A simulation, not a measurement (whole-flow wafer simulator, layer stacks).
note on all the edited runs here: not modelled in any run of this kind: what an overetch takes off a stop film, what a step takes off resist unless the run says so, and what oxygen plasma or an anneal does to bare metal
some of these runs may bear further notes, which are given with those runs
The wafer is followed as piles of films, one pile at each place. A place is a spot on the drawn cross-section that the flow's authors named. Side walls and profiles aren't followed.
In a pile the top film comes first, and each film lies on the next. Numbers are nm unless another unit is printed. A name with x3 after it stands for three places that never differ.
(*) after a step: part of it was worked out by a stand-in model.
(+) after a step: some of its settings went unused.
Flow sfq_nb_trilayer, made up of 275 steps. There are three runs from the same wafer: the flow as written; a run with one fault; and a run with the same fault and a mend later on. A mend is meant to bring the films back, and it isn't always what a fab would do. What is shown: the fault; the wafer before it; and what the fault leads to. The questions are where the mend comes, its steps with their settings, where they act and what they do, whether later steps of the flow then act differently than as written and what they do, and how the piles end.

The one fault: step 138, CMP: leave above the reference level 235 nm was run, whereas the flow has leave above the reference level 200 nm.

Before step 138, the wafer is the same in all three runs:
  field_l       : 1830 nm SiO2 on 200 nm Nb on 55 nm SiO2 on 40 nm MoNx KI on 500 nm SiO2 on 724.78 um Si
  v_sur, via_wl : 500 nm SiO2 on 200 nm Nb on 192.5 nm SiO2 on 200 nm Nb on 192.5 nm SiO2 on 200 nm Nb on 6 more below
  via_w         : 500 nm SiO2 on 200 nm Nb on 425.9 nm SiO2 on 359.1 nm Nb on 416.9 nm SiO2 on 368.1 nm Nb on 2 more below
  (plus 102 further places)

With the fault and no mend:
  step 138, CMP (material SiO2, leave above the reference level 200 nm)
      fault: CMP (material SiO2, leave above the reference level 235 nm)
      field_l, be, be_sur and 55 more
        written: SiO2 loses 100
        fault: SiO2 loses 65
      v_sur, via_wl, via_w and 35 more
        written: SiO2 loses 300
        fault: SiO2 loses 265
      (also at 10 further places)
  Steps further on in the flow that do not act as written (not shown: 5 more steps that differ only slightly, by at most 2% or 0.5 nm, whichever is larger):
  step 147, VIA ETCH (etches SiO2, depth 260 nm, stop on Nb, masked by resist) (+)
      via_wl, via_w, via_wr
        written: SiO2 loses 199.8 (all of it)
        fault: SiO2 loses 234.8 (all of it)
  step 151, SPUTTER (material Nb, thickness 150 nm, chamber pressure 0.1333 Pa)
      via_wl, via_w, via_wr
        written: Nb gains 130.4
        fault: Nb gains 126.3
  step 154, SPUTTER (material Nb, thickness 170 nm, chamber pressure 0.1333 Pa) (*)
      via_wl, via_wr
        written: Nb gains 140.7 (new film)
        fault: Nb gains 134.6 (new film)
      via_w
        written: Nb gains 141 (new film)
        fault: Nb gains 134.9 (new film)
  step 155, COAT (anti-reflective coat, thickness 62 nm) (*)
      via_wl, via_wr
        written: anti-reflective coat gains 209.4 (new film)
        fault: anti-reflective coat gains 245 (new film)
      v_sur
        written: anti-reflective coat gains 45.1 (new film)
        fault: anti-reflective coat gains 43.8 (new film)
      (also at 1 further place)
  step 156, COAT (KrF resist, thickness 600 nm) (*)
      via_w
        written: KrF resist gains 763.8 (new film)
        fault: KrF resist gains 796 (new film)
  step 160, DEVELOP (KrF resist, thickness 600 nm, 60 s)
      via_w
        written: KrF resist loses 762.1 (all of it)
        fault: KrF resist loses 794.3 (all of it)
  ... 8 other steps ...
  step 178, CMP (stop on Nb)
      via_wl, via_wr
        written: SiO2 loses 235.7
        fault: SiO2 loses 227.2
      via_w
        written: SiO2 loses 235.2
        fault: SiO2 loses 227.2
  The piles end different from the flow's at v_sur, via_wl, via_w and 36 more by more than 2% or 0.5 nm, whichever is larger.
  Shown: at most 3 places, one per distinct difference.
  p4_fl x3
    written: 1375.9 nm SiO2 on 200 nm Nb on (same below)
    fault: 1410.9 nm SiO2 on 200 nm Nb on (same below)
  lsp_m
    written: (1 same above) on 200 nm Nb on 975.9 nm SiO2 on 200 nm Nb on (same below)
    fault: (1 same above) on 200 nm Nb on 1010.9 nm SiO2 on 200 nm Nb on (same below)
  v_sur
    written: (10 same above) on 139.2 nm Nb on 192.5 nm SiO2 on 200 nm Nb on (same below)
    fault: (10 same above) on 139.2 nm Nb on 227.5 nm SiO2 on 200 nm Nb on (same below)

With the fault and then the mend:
  After step 145 comes the mend.
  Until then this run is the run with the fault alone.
  step 145a, STRIP (over-ash 65%, gas O2, power 200 W) (*)
      field_l, v_sur, via_sp and 100 more
        KrF resist loses 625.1 (all of it), anti-reflective coat loses 62 (all of it)
      via_wl, via_w, via_wr
        anti-reflective coat loses 62 (all of it)
  step 145b, CMP (material SiO2, leave above the reference level 200 nm) (a further turn of the flow's step 138)
      field_l, v_sur, via_wl and 103 more
        SiO2 loses 35
  step 145c, COAT (anti-reflective coat, thickness 62 nm) (a further turn of the flow's step 140)
      field_l, v_sur, via_wl and 103 more
        anti-reflective coat gains 62 (new film)
  step 145d, COAT (KrF resist, thickness 650 nm) (a further turn of the flow's step 141)
      field_l, v_sur, via_wl and 103 more
        KrF resist gains 650 (new film)
  step 145e, SOFTBAKE (KrF resist) (a further turn of the flow's step 142)
      does not change any film at any place that is followed
  step 145f, EXPOSE (photomask I4, dose 11.93 mJ/cm2, NA 0.6, wavelength 248 nm) (*) (a further turn of the flow's step 143)
      does not change any film at any place that is followed
  step 145g, PEB (KrF resist, 90 s) (a further turn of the flow's step 144)
      field_l, v_sur, via_wl and 103 more
        KrF resist loses 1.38
  step 145h, DEVELOP (KrF resist, thickness 650 nm, 60 s) (a further turn of the flow's step 145)
      field_l, v_sur, via_sp and 100 more
        KrF resist loses 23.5
      via_wl, via_w, via_wr
        KrF resist loses 648.6 (all of it)
  Every later step of the flow that is run acts as written at every place that is followed.
  At every place that both follow, the piles at the end match the flow's.
